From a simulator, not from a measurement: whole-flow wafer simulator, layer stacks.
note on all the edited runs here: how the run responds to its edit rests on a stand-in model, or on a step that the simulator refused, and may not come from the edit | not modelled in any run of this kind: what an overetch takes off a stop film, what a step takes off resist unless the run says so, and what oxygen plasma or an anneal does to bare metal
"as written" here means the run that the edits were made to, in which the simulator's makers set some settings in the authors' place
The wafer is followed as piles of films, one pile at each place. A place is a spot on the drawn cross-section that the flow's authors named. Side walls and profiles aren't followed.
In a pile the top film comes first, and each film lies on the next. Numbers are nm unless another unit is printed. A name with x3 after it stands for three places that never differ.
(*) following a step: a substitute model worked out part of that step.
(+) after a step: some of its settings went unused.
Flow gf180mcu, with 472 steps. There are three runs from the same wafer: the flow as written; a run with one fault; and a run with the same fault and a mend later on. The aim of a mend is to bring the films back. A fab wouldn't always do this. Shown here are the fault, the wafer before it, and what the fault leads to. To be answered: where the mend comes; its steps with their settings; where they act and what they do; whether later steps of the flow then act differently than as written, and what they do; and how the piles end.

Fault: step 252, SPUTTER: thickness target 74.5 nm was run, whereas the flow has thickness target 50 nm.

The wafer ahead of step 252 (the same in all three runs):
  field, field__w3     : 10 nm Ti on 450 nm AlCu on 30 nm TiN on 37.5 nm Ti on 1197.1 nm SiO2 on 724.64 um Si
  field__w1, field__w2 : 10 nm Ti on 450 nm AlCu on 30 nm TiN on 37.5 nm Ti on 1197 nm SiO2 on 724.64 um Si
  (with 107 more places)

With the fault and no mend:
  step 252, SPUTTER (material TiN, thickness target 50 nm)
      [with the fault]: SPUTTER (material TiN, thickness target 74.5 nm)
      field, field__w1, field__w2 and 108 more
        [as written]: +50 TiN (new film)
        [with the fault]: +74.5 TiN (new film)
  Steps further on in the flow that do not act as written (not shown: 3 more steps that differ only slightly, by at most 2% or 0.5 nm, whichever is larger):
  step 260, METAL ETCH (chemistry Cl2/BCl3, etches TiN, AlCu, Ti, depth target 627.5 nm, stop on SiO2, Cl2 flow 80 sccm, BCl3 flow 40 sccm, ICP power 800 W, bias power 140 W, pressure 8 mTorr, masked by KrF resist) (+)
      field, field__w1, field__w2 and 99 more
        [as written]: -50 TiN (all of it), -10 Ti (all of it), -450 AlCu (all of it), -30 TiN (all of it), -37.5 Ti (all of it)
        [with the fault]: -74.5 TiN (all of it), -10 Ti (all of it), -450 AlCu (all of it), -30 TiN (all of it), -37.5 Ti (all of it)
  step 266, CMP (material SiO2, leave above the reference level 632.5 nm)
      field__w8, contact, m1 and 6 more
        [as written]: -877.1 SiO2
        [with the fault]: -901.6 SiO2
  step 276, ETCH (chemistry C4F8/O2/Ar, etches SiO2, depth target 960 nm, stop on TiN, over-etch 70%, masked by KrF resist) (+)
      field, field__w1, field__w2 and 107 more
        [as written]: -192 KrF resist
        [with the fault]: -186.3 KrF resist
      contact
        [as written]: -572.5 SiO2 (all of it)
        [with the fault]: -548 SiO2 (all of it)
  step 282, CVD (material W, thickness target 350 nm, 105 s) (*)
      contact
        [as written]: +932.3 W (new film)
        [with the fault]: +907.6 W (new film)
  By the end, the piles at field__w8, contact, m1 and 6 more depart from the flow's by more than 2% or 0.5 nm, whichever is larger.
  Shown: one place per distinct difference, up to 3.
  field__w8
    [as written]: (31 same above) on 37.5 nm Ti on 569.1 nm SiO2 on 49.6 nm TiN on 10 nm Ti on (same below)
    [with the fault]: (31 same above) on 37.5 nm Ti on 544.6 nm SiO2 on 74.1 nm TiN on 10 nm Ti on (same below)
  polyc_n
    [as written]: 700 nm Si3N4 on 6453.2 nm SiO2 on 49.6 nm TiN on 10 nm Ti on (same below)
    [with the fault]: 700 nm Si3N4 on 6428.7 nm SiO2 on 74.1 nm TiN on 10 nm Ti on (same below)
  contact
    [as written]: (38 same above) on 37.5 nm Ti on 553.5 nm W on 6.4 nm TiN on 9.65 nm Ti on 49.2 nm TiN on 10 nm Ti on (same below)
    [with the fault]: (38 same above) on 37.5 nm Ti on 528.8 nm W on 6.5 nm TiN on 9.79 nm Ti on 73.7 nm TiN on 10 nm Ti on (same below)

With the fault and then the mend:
  After step 259 comes the mend.
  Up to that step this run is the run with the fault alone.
  step 259a, STRIP (chemistry O2/N2, power 2160 W, pressure 1700 mTorr) (*)
      field__w8, contact, m1 and 6 more
        -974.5 KrF resist (all of it)
  step 259b, METAL ETCH (chemistry Cl2/BCl3, etches TiN, AlCu, Ti, depth target 24.5 nm, Cl2 flow 80 sccm, BCl3 flow 40 sccm, ICP power 800 W, bias power 140 W, pressure 8 mTorr)
      field, field__w1, field__w2 and 108 more
        -24.5 TiN
  step 259c, HMDS (120 C, 60 s) (the flow's step 254 again)
      leaves every film unchanged at each place that is followed
  step 259d, COAT (KrF resist, thickness 1000 nm) (the flow's step 255 again)
      field, field__w1, field__w2 and 108 more
        +1000 KrF resist (new film)
  step 259e, SOFTBAKE (KrF resist) (the flow's step 256 again)
      leaves every film unchanged at each place that is followed
  step 259f, EXPOSE (photomask Metal1) (the flow's step 257 again)
      leaves every film unchanged at each place that is followed
  step 259g, PEB (KrF resist, 135 C, 90 s) (the flow's step 258 again)
      field, field__w1, field__w2 and 108 more
        -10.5 KrF resist
  step 259h, DEVELOP (thickness 1000 nm, 60 s) (the flow's step 259 again)
      field, field__w1, field__w2 and 99 more
        -989.5 KrF resist (all of it)
      field__w8, contact, m1 and 6 more
        -14.9 KrF resist
  None of the later steps of the flow acts differently than as written at any place that is followed.
  By the end, the piles equal the flow's at every place that both follow.
